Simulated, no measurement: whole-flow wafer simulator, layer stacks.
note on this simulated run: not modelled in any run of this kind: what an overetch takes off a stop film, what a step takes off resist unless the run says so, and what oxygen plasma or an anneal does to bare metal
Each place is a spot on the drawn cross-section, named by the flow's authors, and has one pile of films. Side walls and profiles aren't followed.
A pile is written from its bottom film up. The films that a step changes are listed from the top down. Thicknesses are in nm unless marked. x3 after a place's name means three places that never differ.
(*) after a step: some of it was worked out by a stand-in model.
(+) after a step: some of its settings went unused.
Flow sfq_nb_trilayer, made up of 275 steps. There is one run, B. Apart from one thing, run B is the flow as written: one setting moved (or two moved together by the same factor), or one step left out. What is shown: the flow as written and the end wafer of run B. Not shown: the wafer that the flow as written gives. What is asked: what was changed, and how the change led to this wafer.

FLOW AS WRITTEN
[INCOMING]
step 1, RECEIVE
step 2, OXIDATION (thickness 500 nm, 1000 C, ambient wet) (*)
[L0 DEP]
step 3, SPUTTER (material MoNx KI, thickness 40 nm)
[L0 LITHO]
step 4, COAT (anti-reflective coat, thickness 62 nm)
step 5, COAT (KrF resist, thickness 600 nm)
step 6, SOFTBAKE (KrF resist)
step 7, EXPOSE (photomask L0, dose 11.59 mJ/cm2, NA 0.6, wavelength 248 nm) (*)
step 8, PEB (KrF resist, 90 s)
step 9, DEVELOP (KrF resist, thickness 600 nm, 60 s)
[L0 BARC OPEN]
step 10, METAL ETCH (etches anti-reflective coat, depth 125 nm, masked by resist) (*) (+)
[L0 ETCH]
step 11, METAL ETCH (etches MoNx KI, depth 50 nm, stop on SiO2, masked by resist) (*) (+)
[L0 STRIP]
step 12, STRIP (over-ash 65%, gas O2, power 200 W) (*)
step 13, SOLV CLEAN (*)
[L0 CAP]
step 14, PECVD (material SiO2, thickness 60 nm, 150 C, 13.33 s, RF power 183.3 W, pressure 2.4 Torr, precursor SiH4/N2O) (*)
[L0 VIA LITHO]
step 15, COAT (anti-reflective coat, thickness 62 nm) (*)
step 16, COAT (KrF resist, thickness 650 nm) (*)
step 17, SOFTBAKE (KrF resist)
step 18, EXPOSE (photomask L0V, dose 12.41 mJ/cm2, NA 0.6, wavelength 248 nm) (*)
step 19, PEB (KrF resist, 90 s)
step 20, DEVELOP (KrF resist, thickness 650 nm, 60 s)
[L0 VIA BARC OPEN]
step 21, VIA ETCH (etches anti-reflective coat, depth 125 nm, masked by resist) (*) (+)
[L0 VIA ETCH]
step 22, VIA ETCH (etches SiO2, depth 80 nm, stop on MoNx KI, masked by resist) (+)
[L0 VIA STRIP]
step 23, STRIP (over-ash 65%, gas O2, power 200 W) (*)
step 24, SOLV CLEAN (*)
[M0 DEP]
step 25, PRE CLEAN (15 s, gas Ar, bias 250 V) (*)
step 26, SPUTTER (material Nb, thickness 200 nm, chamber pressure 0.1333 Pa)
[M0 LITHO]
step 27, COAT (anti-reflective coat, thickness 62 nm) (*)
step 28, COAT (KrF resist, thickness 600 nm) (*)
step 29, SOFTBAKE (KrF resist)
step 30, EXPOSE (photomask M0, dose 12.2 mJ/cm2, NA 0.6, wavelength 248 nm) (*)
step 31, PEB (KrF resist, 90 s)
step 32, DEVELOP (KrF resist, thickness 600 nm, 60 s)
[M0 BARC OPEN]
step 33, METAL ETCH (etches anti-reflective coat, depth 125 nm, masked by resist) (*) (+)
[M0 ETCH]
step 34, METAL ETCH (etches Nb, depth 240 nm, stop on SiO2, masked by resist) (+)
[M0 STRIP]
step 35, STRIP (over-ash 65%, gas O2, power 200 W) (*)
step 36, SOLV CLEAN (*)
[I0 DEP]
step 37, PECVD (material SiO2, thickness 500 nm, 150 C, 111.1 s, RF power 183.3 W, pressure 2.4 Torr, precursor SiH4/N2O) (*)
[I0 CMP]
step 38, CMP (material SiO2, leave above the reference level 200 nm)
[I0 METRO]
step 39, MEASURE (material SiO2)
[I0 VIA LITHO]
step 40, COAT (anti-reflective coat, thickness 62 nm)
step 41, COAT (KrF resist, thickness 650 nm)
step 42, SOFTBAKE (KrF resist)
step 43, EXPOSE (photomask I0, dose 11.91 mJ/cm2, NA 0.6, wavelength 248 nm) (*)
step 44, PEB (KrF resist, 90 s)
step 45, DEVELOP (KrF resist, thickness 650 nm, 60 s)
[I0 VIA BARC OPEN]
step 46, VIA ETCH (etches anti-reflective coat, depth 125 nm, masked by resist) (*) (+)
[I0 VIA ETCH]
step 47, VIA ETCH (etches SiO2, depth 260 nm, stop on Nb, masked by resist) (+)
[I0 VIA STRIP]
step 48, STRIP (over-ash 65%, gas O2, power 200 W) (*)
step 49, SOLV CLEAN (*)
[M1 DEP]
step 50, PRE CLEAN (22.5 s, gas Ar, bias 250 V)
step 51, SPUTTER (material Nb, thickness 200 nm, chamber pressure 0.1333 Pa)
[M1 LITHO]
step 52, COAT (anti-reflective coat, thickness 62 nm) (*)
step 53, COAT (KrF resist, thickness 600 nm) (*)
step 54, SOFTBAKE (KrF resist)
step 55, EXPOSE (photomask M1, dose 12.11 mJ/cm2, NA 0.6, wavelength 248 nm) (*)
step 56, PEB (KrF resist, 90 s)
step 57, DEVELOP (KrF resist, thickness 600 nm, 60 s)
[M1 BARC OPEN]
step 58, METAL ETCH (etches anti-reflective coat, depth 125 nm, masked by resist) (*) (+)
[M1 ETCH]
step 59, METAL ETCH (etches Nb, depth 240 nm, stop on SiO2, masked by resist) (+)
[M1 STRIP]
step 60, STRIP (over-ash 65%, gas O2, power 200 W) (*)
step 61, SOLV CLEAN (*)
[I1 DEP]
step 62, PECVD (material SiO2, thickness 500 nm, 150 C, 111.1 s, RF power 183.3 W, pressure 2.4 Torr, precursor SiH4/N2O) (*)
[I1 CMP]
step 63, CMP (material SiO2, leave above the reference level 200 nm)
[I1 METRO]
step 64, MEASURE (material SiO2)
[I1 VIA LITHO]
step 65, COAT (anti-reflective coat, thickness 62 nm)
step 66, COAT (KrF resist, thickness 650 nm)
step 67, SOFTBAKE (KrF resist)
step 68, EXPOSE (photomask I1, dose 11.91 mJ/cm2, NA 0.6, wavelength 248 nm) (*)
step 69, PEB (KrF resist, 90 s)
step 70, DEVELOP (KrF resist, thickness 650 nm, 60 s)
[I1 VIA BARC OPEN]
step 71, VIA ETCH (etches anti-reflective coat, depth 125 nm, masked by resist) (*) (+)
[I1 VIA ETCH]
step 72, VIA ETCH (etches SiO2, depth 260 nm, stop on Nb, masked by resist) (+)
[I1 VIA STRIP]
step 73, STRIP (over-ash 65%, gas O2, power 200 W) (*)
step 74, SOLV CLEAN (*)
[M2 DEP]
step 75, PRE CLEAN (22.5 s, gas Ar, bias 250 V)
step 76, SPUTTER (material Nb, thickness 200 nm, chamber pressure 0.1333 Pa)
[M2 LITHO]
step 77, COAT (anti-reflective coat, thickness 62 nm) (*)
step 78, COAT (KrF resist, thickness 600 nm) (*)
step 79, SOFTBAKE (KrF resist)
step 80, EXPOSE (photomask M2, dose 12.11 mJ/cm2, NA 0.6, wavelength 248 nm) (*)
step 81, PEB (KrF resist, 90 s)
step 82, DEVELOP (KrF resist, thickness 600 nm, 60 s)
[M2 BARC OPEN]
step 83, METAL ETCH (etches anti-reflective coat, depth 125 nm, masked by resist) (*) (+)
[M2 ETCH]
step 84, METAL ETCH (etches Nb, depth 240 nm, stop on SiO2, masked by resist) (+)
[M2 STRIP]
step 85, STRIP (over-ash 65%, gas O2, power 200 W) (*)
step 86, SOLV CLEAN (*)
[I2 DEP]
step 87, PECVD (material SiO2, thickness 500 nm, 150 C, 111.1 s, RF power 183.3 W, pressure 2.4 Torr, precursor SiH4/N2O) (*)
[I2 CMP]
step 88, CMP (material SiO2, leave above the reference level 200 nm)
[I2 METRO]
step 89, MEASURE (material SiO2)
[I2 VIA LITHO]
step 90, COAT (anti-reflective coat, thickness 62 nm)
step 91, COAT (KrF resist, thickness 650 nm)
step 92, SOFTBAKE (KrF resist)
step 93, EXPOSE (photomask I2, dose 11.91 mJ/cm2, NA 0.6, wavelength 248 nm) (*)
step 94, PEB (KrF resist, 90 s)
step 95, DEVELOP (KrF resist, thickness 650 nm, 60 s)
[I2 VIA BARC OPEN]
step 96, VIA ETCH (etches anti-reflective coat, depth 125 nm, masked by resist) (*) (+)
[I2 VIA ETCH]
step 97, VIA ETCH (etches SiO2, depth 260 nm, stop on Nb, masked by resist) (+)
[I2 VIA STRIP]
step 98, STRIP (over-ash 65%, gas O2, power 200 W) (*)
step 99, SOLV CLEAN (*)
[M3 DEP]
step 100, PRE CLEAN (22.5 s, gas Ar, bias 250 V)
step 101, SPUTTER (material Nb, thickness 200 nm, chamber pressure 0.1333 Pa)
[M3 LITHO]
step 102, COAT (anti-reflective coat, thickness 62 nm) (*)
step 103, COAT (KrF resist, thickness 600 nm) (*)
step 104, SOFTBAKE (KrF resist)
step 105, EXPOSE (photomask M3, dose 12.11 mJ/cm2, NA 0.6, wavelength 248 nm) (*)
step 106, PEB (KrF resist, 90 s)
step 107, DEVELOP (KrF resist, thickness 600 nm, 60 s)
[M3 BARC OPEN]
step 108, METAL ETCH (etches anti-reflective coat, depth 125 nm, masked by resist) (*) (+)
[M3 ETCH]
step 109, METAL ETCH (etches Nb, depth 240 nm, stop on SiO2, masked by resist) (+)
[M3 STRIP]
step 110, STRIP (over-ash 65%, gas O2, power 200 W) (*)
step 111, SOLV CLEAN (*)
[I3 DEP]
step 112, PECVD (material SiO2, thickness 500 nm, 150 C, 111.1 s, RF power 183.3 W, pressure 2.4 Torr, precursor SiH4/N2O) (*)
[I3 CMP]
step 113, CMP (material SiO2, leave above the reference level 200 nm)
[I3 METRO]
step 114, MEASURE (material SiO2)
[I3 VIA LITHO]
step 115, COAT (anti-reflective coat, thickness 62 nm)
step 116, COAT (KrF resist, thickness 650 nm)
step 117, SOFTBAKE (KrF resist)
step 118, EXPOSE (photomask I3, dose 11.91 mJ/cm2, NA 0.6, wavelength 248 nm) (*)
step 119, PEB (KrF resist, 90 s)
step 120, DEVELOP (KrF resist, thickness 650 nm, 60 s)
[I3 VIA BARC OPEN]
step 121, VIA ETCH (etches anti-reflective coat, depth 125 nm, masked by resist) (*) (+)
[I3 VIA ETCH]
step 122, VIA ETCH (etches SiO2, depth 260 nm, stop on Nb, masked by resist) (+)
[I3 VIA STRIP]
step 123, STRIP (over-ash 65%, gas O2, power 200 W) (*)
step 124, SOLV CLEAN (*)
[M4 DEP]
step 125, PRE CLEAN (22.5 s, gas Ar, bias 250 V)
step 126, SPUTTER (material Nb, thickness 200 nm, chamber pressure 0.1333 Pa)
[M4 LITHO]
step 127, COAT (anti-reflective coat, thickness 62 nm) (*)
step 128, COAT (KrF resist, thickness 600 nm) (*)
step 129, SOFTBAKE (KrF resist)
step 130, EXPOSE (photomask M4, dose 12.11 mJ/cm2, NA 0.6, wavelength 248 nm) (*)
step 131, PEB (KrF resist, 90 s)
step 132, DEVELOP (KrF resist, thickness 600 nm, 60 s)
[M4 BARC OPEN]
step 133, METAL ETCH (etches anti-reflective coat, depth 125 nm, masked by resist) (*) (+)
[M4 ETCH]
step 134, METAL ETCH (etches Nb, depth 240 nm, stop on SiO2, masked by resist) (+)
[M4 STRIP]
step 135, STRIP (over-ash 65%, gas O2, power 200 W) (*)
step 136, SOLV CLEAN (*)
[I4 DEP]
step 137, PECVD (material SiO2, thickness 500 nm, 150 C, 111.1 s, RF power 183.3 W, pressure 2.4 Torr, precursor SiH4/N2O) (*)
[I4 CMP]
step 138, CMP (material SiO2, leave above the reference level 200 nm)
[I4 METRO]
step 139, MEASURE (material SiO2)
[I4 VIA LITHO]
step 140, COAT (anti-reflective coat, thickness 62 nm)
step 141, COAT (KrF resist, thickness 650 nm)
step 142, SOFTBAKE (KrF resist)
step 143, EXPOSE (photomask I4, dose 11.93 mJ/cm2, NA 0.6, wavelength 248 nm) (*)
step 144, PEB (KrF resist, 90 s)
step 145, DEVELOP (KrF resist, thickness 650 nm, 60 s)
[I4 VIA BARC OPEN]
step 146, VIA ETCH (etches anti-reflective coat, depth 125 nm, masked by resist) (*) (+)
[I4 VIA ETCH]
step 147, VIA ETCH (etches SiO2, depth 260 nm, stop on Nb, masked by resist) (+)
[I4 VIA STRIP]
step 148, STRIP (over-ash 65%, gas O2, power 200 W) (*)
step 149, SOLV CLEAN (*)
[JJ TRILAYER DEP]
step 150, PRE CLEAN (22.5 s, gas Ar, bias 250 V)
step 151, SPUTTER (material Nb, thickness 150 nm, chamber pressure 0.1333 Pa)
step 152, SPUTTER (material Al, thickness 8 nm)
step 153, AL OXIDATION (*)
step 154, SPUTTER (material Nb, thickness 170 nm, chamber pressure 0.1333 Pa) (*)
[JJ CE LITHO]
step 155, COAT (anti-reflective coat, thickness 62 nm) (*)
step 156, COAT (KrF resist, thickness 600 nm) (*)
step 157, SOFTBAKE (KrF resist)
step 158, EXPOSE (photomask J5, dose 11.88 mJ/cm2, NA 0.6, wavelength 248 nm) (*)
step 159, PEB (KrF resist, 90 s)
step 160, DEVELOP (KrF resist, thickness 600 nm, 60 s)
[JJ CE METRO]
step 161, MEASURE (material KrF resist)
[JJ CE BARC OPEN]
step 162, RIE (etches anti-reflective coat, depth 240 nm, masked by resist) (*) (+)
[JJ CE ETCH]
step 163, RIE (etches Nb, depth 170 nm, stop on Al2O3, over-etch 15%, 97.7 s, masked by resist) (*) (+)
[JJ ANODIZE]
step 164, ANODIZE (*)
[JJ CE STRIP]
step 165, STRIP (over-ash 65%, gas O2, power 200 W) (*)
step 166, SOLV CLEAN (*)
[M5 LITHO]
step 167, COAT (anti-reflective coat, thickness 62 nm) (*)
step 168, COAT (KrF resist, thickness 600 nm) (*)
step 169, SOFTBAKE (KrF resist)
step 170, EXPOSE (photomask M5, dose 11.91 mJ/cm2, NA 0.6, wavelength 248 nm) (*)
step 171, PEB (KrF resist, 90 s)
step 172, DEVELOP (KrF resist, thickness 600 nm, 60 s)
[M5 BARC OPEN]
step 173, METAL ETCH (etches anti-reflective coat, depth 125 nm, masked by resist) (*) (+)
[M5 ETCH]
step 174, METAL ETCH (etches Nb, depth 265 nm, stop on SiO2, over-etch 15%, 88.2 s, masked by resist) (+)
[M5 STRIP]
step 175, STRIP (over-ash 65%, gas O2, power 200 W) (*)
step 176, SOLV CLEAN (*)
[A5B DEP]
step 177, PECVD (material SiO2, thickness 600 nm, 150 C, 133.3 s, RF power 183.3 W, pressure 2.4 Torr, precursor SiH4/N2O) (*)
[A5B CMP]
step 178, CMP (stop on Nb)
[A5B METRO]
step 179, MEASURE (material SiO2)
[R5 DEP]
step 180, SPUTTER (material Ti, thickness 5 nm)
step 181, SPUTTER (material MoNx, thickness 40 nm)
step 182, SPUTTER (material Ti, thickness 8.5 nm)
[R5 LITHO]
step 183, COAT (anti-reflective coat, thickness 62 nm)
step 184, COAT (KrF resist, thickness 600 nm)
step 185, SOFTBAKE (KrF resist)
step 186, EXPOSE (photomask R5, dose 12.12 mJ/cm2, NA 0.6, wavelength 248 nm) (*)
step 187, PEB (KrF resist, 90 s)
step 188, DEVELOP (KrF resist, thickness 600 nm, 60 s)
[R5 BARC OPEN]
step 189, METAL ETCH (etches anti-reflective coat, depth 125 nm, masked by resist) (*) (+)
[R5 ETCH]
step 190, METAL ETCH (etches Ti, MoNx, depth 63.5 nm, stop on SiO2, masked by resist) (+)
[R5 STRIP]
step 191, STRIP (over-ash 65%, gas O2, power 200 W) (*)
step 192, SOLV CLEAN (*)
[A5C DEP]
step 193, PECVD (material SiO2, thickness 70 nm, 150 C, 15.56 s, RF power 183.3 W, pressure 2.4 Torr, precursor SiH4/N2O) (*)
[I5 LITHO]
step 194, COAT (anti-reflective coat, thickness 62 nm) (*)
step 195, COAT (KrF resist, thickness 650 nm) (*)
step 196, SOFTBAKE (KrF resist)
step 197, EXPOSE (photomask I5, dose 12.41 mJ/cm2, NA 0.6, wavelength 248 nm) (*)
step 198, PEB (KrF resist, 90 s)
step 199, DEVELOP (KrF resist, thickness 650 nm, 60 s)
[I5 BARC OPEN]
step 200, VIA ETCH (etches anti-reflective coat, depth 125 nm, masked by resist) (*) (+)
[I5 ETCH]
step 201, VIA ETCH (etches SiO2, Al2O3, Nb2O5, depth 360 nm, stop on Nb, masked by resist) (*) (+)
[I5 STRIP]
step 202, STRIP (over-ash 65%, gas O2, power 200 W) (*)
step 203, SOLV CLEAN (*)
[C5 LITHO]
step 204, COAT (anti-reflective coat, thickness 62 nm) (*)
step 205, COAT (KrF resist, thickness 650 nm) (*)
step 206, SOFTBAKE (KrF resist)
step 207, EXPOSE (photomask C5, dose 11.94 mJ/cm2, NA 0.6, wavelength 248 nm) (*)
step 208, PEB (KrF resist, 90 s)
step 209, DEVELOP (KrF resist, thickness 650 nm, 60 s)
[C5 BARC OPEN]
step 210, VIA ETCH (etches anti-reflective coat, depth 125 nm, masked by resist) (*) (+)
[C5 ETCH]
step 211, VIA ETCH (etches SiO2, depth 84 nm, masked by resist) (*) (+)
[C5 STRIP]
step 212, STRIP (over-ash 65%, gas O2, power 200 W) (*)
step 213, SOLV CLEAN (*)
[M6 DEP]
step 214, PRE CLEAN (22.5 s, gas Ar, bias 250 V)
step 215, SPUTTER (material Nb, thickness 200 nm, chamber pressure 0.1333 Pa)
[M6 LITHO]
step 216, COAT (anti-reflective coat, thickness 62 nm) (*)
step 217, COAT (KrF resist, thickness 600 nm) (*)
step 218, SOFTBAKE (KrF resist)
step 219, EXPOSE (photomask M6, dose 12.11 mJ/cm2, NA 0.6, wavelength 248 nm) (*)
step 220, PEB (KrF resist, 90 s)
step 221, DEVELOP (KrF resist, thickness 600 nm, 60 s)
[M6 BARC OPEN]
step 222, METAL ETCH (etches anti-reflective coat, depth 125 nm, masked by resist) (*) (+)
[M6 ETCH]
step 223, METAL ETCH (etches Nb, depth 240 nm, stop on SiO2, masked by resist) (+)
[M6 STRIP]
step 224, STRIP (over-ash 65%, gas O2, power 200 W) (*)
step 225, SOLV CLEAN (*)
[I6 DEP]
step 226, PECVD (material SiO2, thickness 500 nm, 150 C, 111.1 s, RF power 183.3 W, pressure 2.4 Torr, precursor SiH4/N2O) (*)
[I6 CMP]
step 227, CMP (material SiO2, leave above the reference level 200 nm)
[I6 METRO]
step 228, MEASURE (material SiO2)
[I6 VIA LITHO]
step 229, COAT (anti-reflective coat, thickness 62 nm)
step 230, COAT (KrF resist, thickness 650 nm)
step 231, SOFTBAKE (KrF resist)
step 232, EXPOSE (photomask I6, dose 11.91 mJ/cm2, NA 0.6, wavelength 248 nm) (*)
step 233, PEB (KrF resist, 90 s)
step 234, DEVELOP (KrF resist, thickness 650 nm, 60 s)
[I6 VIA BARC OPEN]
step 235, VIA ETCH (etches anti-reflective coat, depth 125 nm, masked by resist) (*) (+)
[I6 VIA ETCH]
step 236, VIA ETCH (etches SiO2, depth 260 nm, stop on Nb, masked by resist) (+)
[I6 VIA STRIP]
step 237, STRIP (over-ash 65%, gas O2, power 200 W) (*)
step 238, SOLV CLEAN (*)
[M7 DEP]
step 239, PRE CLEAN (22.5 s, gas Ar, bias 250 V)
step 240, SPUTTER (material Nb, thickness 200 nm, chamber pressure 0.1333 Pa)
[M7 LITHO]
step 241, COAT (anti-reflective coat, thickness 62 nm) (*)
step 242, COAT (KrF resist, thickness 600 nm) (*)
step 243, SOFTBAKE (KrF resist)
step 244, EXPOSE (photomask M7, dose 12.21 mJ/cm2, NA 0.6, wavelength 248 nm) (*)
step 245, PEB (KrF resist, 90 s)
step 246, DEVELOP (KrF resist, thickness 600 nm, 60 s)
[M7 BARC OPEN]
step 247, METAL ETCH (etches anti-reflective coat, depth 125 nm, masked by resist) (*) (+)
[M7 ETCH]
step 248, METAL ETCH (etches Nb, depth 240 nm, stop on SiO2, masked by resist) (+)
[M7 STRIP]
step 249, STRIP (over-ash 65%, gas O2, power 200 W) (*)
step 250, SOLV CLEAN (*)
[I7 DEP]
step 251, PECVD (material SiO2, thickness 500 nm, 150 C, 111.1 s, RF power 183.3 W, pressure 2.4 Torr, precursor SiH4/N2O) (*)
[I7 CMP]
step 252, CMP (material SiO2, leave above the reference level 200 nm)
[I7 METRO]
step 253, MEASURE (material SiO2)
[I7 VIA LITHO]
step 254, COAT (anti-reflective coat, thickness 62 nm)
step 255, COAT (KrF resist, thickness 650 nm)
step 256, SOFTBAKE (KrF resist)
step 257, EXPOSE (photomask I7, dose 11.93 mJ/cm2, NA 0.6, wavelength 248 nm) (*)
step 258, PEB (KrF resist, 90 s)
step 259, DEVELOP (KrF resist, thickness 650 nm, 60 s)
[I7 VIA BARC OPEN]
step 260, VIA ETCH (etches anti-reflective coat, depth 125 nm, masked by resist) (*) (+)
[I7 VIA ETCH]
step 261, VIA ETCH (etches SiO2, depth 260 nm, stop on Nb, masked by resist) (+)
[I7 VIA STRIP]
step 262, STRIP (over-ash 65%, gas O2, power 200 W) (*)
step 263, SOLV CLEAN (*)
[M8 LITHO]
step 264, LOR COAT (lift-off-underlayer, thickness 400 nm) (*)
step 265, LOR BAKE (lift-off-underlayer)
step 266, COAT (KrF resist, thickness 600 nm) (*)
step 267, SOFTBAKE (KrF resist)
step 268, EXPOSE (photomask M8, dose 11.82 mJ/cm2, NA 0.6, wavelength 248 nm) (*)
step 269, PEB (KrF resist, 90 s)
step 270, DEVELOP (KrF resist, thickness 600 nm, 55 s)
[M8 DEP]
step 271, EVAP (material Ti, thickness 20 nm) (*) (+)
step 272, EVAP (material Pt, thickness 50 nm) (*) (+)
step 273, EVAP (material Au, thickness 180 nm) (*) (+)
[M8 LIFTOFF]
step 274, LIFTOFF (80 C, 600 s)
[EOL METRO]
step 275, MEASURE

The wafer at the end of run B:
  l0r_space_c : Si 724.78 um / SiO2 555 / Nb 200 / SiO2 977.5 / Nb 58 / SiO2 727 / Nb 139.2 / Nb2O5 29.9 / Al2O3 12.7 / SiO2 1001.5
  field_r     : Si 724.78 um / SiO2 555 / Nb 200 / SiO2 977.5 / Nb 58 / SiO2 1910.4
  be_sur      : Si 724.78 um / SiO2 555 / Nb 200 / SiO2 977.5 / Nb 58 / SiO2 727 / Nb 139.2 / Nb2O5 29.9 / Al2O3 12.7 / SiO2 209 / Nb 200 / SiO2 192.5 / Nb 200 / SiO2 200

Cause: step 109, METAL ETCH: depth 142 nm was run, while the flow as written has depth 240 nm.

The path from the change to this, step by step:
  step 109, METAL ETCH (etches Nb, depth 240 nm, stop on SiO2, masked by resist) (+)
      field_l, be, be_sur and 72 more: Nb loses 142 (in the flow as written it would be: Nb loses 200 (all of it))
      v_sur, via_wl, via_w and 28 more: KrF resist loses 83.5 (in the flow as written it would be: KrF resist loses 141.2)
  step 110, STRIP (over-ash 65%, gas O2, power 200 W) (*)
      p4_w1, p4_w2, p4_w3 and 21 more: KrF resist loses 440 (all of it), anti-reflective coat loses 62 (all of it) (in the flow as written it would be: KrF resist loses 382.4 (all of it), anti-reflective coat loses 62 (all of it))
      v_sur: KrF resist loses 423 (all of it), anti-reflective coat loses 61.1 (all of it) (in the flow as written it would be: KrF resist loses 365.3 (all of it), anti-reflective coat loses 61.1 (all of it))
      (as well as at 6 more places)
  step 112, PECVD (material SiO2, thickness 500 nm, 150 C, 111.1 s, RF power 183.3 W, pressure 2.4 Torr, precursor SiH4/N2O) (*)
      field_l, be, be_sur and 64 more: SiO2 gains 500 (new film) (in the flow as written it would be: SiO2 gains 500)
      p4_g1, p4_g2, p3_s0, p3_s1, p3_s2, p3_s3, p3_s4, p3_s5: SiO2 gains 500 (new film) (in the flow as written it would be: SiO2 gains 557.1)
  step 113, CMP (material SiO2, leave above the reference level 200 nm)
      field_l, be, be_sur and 64 more: SiO2 loses 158 (in the flow as written it would be: SiO2 loses 100)
With metal films that touch counted as one body, l0r_space_c has 3 bodies (between them, from the top down: SiO2 727; SiO2 977.5); the flow as written gives 2 bodies (between them, from the top down: SiO2 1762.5).
With metal films that touch counted as one body, field_r has 2 bodies (between them, from the top down: SiO2 977.5); the flow as written gives 1 body.
With metal films that touch counted as one body, be_sur has 5 bodies (between them, from the top down: SiO2 192.5; SiO2 209 / Al2O3 12.7 / Nb2O5 29.9; SiO2 727; SiO2 977.5); the flow as written gives 4 bodies (between them, from the top down: SiO2 192.5; SiO2 209 / Al2O3 12.7 / Nb2O5 29.9; SiO2 1762.5).
